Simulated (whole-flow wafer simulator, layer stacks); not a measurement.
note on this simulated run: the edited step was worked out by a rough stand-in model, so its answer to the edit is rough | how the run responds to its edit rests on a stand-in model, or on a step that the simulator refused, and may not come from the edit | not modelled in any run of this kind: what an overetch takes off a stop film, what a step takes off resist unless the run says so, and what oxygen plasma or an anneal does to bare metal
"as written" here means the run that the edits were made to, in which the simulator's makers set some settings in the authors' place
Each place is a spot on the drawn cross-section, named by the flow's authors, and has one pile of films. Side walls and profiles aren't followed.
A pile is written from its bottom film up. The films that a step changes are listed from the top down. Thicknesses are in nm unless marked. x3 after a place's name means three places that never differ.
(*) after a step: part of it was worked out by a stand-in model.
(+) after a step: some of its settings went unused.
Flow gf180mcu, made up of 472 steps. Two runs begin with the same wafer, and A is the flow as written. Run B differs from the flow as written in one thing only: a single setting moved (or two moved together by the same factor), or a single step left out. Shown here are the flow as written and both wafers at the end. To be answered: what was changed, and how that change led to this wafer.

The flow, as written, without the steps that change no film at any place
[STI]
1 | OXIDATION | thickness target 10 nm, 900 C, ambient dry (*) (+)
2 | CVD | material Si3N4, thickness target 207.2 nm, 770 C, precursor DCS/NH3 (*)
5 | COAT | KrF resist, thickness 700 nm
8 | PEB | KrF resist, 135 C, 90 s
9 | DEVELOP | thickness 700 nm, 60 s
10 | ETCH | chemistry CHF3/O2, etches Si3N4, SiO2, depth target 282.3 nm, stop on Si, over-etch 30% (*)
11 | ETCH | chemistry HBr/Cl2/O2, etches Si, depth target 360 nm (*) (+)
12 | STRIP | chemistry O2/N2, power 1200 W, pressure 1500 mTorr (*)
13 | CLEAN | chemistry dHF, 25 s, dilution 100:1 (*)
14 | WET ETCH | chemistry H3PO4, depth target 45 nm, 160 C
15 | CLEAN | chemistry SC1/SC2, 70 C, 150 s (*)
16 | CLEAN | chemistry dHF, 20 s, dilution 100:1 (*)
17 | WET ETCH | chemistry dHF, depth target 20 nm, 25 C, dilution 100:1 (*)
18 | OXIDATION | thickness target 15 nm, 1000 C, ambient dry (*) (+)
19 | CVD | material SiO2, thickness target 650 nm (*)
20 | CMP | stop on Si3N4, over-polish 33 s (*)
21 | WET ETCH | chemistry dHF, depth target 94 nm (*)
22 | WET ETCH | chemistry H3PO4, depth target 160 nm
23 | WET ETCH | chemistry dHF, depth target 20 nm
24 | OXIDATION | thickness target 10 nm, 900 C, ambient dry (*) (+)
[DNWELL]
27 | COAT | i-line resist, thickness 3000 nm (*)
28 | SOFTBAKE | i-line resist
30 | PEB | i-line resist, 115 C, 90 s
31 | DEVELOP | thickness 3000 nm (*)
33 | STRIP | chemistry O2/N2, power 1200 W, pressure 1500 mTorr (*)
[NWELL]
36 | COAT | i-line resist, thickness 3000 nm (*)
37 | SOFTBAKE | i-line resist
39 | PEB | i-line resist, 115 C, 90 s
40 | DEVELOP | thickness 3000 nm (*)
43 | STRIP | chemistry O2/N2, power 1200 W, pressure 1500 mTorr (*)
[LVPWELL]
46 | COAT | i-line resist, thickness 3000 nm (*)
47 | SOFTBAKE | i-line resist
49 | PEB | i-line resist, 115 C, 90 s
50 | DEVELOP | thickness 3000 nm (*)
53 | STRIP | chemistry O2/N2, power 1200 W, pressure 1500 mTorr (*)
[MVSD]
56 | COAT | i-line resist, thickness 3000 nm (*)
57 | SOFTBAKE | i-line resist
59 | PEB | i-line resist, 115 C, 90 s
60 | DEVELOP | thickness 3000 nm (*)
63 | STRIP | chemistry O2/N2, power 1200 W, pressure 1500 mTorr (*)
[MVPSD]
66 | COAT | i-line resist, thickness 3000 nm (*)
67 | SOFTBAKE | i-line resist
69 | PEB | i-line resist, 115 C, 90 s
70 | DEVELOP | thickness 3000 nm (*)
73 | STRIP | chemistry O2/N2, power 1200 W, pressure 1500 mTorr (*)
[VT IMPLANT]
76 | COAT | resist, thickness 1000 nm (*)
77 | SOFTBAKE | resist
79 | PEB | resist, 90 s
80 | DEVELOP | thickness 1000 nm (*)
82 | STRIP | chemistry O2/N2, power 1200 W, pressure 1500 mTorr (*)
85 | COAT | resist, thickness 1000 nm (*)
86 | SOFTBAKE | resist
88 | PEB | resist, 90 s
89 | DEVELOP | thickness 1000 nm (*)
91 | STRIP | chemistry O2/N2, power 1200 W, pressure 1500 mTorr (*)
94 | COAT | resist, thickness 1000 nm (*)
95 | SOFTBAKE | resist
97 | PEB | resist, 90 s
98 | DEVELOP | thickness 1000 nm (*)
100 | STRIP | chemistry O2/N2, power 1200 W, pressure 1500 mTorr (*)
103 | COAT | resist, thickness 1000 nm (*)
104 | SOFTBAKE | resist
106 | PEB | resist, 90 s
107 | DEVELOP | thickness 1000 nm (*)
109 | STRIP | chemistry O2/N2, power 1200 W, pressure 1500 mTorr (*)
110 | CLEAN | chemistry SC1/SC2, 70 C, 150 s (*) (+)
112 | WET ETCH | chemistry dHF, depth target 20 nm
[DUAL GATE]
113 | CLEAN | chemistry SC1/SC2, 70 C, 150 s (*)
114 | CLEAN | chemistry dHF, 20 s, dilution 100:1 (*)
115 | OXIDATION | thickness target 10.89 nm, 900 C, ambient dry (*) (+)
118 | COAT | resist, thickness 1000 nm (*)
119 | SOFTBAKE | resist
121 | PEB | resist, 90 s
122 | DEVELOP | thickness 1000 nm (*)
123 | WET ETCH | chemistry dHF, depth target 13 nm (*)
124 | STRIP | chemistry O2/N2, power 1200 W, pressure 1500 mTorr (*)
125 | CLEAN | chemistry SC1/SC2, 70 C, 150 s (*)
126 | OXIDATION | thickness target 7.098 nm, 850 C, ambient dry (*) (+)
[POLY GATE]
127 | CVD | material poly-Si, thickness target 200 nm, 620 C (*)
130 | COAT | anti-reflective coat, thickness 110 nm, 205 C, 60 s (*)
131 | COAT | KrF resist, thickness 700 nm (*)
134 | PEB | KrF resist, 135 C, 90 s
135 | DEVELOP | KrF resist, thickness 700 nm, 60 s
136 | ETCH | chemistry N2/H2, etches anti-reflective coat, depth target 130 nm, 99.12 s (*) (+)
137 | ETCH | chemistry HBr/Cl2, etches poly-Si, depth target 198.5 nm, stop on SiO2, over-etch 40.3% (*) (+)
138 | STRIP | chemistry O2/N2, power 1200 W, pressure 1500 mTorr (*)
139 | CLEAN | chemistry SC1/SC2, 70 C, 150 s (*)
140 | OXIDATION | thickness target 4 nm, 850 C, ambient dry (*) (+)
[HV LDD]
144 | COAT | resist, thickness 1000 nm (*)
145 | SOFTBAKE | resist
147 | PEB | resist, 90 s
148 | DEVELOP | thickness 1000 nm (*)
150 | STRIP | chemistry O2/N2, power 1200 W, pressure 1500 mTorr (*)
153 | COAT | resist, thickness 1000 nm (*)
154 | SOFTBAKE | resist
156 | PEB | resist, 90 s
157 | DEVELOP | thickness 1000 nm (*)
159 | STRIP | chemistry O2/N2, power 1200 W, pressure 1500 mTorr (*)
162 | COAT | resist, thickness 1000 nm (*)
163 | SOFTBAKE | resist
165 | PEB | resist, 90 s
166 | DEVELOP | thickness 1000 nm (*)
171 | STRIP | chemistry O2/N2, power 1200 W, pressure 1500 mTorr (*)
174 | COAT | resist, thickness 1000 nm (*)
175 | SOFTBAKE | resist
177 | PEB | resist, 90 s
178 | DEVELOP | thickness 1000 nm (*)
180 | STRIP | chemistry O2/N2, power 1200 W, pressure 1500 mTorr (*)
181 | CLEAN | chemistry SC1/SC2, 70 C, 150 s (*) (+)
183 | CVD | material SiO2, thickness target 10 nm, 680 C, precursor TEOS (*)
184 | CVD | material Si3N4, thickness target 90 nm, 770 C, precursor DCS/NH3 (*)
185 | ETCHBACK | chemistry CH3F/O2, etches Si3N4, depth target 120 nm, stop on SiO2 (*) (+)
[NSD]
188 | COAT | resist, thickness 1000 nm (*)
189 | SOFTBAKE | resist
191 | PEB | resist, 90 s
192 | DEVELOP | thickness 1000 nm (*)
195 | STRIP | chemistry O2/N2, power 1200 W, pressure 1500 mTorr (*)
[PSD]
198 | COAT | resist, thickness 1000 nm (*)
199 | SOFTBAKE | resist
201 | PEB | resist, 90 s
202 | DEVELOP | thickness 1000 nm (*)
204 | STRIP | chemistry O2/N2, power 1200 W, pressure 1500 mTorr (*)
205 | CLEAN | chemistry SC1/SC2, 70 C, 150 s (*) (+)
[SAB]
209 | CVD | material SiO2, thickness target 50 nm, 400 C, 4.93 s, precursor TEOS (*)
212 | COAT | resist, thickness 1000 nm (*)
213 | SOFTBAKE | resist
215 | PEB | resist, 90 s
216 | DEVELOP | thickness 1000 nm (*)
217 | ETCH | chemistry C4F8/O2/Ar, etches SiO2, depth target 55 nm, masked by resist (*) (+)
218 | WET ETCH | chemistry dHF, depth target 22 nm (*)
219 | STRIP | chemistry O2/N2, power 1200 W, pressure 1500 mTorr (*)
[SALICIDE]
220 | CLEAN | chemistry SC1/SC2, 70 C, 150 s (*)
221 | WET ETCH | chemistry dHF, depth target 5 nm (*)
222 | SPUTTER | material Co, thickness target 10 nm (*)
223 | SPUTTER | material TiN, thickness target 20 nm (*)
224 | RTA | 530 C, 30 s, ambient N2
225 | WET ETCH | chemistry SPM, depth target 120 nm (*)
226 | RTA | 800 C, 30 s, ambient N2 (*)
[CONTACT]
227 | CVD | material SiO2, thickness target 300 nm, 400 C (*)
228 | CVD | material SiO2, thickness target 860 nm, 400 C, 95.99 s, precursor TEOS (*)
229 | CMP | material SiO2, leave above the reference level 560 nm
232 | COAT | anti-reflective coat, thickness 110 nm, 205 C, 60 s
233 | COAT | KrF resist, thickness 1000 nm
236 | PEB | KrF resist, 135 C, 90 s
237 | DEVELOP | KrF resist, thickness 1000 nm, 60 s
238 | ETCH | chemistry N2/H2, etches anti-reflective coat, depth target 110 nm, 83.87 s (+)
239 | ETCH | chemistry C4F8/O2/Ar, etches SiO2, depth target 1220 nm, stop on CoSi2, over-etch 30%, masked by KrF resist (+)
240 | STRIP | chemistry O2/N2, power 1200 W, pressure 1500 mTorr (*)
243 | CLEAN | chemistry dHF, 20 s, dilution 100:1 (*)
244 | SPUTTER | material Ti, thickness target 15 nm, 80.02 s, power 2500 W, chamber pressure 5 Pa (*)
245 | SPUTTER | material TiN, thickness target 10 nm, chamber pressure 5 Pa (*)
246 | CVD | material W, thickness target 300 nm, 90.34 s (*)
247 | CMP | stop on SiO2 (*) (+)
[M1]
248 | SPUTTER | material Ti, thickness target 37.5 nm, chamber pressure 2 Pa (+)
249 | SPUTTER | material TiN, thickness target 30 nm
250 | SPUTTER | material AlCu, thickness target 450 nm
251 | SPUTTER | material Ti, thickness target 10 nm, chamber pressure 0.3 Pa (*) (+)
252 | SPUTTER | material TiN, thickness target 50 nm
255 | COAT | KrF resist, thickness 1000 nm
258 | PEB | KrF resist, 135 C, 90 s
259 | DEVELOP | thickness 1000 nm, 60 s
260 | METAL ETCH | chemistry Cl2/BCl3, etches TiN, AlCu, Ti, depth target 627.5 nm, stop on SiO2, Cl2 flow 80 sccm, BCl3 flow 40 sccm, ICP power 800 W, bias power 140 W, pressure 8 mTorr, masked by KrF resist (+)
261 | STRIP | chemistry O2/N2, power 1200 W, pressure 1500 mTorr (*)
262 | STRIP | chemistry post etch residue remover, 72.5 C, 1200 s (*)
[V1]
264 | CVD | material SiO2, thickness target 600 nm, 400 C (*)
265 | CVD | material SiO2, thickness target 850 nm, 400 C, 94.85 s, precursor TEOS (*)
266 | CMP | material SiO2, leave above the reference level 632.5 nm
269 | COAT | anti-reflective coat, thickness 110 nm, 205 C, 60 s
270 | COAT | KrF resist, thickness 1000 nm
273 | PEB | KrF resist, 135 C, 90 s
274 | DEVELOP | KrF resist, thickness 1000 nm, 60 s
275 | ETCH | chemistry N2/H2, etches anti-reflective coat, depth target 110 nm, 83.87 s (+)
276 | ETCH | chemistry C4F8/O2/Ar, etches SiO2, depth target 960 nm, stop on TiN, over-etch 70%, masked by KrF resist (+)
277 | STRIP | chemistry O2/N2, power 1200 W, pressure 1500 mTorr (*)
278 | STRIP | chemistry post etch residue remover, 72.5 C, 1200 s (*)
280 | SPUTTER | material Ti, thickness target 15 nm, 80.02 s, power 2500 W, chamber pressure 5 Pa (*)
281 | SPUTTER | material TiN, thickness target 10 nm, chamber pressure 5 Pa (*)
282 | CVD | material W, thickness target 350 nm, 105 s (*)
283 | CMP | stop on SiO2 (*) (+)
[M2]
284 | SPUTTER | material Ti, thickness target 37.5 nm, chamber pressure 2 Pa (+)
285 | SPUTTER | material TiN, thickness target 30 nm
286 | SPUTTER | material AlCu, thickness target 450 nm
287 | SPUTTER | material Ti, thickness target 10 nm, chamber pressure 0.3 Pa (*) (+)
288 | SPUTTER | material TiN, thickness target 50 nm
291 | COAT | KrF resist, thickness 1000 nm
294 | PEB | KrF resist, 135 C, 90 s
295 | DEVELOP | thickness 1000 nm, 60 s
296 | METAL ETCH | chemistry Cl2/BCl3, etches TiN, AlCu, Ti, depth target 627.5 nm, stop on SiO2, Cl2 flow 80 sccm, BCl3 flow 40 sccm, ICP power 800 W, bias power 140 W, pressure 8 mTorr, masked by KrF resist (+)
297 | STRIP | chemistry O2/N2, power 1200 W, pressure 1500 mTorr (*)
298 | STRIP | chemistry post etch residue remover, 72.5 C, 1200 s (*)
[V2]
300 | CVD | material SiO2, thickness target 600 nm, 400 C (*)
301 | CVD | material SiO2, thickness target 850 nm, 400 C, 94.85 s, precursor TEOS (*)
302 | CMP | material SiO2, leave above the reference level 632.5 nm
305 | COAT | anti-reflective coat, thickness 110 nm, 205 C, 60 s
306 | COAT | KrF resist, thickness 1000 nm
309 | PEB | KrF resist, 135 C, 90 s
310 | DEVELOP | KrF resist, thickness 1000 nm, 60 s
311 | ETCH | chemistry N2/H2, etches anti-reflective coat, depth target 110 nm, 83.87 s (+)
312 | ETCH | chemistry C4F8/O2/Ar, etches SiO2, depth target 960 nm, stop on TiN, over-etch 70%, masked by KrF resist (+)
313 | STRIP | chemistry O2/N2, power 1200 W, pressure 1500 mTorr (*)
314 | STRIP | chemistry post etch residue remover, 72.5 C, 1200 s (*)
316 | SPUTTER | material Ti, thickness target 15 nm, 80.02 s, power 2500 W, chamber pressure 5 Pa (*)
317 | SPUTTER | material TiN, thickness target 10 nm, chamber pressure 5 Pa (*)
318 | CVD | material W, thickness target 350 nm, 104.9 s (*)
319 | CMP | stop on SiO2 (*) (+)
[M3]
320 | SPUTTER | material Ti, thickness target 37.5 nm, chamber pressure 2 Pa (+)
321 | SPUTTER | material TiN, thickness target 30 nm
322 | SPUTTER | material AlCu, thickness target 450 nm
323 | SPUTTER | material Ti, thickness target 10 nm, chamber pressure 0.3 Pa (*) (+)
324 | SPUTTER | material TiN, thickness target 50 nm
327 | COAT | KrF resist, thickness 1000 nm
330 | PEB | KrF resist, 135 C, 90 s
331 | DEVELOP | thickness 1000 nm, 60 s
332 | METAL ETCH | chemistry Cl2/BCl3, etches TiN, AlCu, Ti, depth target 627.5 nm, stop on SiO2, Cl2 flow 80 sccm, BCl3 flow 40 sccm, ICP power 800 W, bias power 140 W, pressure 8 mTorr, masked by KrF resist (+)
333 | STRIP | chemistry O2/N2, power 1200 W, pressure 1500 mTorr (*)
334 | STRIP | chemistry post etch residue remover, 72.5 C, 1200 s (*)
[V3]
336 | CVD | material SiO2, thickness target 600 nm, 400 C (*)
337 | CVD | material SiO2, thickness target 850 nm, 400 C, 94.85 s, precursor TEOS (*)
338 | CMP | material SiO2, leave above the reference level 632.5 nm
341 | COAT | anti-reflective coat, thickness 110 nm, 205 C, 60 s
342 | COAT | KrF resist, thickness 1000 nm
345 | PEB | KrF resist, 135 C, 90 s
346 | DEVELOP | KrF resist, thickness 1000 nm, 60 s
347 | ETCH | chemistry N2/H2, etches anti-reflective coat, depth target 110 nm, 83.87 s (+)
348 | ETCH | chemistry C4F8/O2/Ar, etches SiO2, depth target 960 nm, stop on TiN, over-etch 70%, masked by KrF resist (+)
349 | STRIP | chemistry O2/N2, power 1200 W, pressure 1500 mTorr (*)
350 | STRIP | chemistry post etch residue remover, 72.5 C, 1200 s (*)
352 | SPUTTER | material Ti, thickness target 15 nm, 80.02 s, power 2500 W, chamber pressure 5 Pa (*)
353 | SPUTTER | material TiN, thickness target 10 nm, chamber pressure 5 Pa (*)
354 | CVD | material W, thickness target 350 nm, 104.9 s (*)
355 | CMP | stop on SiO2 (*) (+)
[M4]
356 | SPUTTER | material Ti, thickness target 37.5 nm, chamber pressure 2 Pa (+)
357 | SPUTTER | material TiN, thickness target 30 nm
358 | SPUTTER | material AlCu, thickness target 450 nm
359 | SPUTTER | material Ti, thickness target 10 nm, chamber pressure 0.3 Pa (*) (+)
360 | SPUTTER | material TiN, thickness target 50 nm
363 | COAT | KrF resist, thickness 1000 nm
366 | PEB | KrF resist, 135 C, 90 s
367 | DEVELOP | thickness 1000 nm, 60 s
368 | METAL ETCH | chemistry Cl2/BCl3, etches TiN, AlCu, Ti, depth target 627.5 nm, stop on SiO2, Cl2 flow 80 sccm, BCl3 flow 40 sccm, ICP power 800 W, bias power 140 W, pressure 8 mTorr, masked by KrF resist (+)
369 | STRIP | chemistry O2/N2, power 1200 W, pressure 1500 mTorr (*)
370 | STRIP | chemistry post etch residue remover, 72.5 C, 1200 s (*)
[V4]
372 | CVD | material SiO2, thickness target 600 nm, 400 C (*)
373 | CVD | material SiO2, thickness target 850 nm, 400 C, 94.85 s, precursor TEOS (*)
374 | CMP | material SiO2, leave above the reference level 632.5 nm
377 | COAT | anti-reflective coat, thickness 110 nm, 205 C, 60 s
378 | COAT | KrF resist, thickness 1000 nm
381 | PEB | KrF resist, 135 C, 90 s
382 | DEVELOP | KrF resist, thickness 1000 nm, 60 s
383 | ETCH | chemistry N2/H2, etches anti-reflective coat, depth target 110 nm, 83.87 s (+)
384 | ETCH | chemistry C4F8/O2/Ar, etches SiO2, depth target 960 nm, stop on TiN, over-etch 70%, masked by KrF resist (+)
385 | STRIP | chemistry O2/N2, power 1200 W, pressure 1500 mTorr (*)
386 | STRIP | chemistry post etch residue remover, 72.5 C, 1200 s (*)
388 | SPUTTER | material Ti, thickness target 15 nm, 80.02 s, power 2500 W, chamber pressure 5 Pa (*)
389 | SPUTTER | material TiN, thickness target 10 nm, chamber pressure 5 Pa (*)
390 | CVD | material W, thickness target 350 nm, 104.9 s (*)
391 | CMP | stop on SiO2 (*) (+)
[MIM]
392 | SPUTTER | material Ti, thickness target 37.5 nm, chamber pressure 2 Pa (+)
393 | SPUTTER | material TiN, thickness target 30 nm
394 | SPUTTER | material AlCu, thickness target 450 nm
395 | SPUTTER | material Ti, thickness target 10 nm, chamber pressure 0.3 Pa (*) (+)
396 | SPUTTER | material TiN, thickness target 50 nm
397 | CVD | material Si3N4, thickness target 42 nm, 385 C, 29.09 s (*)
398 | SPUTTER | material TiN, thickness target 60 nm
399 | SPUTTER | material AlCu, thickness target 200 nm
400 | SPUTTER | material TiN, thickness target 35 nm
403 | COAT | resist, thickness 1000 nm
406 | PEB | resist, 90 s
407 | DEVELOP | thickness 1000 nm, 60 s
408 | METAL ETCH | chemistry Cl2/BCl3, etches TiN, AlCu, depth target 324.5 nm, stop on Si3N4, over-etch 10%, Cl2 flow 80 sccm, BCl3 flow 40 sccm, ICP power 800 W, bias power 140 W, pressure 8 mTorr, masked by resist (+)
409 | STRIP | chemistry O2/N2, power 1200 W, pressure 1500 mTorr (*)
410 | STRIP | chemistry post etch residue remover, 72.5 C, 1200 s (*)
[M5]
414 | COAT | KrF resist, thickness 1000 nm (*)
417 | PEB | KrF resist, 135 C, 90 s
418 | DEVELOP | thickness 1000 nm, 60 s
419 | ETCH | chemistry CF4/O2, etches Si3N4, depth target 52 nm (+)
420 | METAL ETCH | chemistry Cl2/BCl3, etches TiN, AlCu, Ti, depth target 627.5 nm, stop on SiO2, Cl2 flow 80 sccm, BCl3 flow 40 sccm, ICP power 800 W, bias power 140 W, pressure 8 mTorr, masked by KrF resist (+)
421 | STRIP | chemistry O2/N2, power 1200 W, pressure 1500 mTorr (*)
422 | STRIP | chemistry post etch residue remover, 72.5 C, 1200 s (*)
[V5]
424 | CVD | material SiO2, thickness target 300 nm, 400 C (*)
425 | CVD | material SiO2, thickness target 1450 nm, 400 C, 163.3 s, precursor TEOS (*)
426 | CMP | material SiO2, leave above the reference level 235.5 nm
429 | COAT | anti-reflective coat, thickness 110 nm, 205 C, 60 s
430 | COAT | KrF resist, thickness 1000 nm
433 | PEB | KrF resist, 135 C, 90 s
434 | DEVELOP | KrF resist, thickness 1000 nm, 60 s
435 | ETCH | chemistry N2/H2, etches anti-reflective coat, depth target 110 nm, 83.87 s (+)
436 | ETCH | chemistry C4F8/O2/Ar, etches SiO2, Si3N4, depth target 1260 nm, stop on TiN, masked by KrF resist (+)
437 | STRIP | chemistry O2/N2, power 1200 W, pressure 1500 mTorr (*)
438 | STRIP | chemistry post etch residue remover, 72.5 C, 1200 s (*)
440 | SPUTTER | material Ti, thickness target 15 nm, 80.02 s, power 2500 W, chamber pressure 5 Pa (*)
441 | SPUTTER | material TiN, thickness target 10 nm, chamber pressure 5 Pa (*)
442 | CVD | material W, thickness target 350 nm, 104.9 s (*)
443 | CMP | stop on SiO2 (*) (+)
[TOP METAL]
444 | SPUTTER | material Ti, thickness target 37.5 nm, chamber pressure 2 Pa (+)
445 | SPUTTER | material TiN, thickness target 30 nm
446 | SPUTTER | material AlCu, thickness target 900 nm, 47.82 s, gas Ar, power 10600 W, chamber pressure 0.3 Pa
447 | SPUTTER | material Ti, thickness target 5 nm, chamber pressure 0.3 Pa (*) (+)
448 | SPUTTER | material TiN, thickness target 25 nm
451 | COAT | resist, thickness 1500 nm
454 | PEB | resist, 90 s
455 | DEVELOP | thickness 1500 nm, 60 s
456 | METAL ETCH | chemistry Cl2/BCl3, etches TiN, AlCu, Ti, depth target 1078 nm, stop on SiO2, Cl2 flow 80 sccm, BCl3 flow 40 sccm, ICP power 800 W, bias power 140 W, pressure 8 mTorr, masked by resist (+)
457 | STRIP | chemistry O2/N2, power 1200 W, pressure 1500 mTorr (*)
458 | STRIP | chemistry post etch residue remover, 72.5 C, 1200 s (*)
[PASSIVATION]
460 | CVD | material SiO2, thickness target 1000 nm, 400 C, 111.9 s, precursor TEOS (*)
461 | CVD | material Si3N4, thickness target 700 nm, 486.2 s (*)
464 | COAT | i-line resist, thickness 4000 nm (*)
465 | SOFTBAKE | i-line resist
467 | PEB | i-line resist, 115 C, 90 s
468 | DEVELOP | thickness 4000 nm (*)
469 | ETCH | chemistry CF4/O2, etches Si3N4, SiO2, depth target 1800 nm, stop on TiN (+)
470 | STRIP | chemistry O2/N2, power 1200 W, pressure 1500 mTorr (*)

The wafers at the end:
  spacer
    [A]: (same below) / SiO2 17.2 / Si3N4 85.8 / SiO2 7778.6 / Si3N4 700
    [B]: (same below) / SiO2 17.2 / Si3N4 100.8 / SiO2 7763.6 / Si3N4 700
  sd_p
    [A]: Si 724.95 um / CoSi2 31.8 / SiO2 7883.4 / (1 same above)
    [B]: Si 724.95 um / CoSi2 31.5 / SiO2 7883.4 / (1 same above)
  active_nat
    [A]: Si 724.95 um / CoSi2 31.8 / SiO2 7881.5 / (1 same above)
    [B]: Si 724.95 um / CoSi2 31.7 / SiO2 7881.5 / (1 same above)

Cause: step 184, CVD: thickness target 105 nm was run, while the flow as written has thickness target 90 nm; step 185, ETCHBACK: depth target 140 nm was run, where the flow has depth target 120 nm.

How this came from the change, step by step:
  184 | CVD | material Si3N4, thickness target 90 nm, 770 C, precursor DCS/NH3 (*)
      field, field__w1, field__w2 and 101 more: A +90 Si3N4 (new film) | B +105 Si3N4 (new film)
  185 | ETCHBACK | chemistry CH3F/O2, etches Si3N4, depth target 120 nm, stop on SiO2 (*) (+)
      field, field__w1, field__w2 and 100 more: A -90 Si3N4 (all of it), -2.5 SiO2 | B -105 Si3N4 (all of it), -2.92 SiO2
  189 | SOFTBAKE | resist
      field__w9: A +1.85 resist | B -1.04 resist
  199 | SOFTBAKE | resist
      field__w9: A +1.85 resist | B -1.04 resist
  218 | WET ETCH | chemistry dHF, depth target 22 nm (*)
      ld_drn_n, ld_sd_p: A -14.8 SiO2 (all of it) | B -14.1 SiO2 (all of it)
  226 | RTA | 800 C, 30 s, ambient N2 (*)
      ld_drn_p: A +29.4 CoSi2 (new film), -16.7 CoSi (all of it), -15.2 Si | B +28.8 CoSi2 (new film), -16.4 CoSi (all of it), -14.9 Si
  229 | CMP | material SiO2, leave above the reference level 560 nm
      spacer: A -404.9 SiO2 | B -419.9 SiO2
